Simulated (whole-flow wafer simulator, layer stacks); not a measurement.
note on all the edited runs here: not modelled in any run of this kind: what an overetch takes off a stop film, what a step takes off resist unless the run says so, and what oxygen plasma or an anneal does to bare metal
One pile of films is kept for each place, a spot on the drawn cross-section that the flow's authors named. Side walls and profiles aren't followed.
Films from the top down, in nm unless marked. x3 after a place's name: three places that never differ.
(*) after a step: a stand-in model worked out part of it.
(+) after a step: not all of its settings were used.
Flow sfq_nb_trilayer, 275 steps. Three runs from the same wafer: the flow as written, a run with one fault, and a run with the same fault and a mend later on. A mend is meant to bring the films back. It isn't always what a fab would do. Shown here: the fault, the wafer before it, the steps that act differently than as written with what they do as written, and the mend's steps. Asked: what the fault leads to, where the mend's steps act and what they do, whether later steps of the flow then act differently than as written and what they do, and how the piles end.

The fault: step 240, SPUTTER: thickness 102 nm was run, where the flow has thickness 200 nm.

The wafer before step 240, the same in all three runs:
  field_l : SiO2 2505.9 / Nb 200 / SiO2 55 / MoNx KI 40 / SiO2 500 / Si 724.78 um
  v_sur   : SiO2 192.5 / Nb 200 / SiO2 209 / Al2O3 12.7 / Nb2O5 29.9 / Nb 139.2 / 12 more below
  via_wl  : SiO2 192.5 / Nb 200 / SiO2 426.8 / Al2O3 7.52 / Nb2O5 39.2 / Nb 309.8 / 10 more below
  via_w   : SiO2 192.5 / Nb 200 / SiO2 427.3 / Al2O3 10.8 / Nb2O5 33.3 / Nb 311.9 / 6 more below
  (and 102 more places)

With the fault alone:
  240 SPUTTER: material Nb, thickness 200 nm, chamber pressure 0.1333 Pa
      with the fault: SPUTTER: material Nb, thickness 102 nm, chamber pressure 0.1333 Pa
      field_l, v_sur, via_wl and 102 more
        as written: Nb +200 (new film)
        with the fault: Nb +102 (new film)
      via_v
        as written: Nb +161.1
        with the fault: Nb +82
  Later steps of the flow that act differently than as written (3 more steps differ only slightly, by at most 2% or 0.5 nm, whichever is larger, and aren't shown):
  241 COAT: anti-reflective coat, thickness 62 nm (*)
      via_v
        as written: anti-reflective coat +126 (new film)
        with the fault: anti-reflective coat +120.6 (new film)
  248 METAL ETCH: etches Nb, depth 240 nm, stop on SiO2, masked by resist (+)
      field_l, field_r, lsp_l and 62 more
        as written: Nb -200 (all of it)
        with the fault: Nb -102 (all of it)
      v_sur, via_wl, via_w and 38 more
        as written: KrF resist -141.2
        with the fault: KrF resist -90
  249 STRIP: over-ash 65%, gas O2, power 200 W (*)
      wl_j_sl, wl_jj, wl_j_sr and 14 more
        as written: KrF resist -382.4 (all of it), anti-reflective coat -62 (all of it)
        with the fault: KrF resist -433.6 (all of it), anti-reflective coat -62 (all of it)
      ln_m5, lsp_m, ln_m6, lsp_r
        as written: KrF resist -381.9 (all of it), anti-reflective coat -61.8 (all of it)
        with the fault: KrF resist -433.1 (all of it), anti-reflective coat -61.8 (all of it)
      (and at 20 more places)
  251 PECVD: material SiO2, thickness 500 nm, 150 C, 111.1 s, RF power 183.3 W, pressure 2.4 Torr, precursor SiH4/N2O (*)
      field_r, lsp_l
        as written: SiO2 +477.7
        with the fault: SiO2 +488.6
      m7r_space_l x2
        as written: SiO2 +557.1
        with the fault: SiO2 +500
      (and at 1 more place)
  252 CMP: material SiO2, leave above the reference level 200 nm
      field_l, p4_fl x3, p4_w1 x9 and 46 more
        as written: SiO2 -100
        with the fault: SiO2 -198
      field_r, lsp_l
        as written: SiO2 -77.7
        with the fault: SiO2 -186.6
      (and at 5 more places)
  At the end the piles differ from the flow's by more than 2% or 0.5 nm, whichever is larger, at field_l, v_sur, via_wl and 103 more.
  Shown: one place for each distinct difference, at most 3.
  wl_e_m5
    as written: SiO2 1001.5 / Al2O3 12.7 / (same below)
    with the fault: SiO2 903.5 / Al2O3 12.7 / (same below)
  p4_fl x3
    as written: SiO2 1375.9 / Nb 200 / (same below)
    with the fault: SiO2 1277.9 / Nb 200 / (same below)
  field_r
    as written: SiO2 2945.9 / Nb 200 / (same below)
    with the fault: SiO2 2847.9 / Nb 200 / (same below)

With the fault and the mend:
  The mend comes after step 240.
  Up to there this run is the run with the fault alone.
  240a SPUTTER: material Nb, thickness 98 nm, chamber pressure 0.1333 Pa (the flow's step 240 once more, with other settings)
      field_l, v_sur, via_wl and 102 more
        Nb +98
      via_v
        Nb +76.3
  No later step of the flow acts differently than as written, at any place that is followed, by more than 2% or 0.5 nm, whichever is larger.
  At the end the piles differ from the flow's only slightly at the places that both follow, by at most 2% or 0.5 nm, whichever is larger.
